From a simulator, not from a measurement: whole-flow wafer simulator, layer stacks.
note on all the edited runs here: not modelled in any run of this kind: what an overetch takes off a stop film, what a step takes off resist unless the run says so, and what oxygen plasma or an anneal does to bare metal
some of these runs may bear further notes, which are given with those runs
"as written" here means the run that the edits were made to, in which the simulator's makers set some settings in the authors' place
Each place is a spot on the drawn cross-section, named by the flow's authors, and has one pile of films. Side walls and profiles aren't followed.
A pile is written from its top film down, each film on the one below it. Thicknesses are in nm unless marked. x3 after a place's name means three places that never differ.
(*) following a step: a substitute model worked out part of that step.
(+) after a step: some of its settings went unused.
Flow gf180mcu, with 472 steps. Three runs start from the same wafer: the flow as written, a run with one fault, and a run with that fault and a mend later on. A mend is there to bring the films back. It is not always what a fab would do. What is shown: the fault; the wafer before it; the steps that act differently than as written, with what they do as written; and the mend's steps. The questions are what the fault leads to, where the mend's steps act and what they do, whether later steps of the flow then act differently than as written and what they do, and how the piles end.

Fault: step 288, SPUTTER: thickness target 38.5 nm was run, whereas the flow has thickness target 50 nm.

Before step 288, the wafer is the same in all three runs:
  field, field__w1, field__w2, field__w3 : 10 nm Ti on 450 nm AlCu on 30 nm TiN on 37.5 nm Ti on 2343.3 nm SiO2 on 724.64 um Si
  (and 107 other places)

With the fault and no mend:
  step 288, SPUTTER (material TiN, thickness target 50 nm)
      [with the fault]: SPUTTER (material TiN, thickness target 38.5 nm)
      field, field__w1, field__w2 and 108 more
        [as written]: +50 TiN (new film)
        [with the fault]: +38.5 TiN (new film)
  Steps later in the flow that act otherwise than as written (5 more steps, not shown, differ only slightly: by at most 2% or 0.5 nm, whichever is larger):
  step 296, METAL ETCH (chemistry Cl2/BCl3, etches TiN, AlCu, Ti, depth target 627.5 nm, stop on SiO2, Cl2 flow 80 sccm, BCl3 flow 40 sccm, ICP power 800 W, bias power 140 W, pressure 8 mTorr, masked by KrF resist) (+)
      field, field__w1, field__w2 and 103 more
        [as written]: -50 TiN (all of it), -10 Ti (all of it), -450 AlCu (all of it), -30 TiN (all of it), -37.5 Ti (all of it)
        [with the fault]: -38.5 TiN (all of it), -10 Ti (all of it), -450 AlCu (all of it), -30 TiN (all of it), -37.5 Ti (all of it)
  The piles end different from the flow's at field__w8, contact, m1, m1__w1, m1_nw by more than 2% or 0.5 nm, whichever is larger.
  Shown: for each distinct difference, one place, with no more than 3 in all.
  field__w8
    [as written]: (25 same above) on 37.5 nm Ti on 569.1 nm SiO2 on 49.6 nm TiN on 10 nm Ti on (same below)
    [with the fault]: (25 same above) on 37.5 nm Ti on 580.6 nm SiO2 on 38.1 nm TiN on 10 nm Ti on (same below)
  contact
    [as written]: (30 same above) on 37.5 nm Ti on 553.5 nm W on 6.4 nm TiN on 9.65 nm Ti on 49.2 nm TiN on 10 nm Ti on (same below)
    [with the fault]: (30 same above) on 37.5 nm Ti on 565.1 nm W on 6.36 nm TiN on 9.59 nm Ti on 37.7 nm TiN on 10 nm Ti on (same below)

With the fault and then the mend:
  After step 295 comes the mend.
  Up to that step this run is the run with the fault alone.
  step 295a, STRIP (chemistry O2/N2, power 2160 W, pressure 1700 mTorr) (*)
      field__w8, contact, m1, m1__w1, m1_nw
        -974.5 KrF resist (all of it)
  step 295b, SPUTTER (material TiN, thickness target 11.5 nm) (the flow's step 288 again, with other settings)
      field, field__w1, field__w2 and 108 more
        +11.5 TiN
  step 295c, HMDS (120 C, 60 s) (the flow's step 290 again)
      leaves every film unchanged at each place that is followed
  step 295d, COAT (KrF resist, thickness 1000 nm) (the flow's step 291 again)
      field, field__w1, field__w2 and 108 more
        +1000 KrF resist (new film)
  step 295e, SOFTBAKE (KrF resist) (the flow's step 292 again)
      leaves every film unchanged at each place that is followed
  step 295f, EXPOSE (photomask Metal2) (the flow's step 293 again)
      leaves every film unchanged at each place that is followed
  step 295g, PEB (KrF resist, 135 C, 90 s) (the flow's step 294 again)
      field, field__w1, field__w2 and 108 more
        -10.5 KrF resist
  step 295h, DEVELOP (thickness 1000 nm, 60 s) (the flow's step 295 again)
      field, field__w1, field__w2 and 103 more
        -989.5 KrF resist (all of it)
      field__w8, contact, m1, m1__w1, m1_nw
        -14.9 KrF resist
  None of the later steps of the flow acts differently than as written at any place that is followed.
  By the end, the piles equal the flow's at every place that both follow.
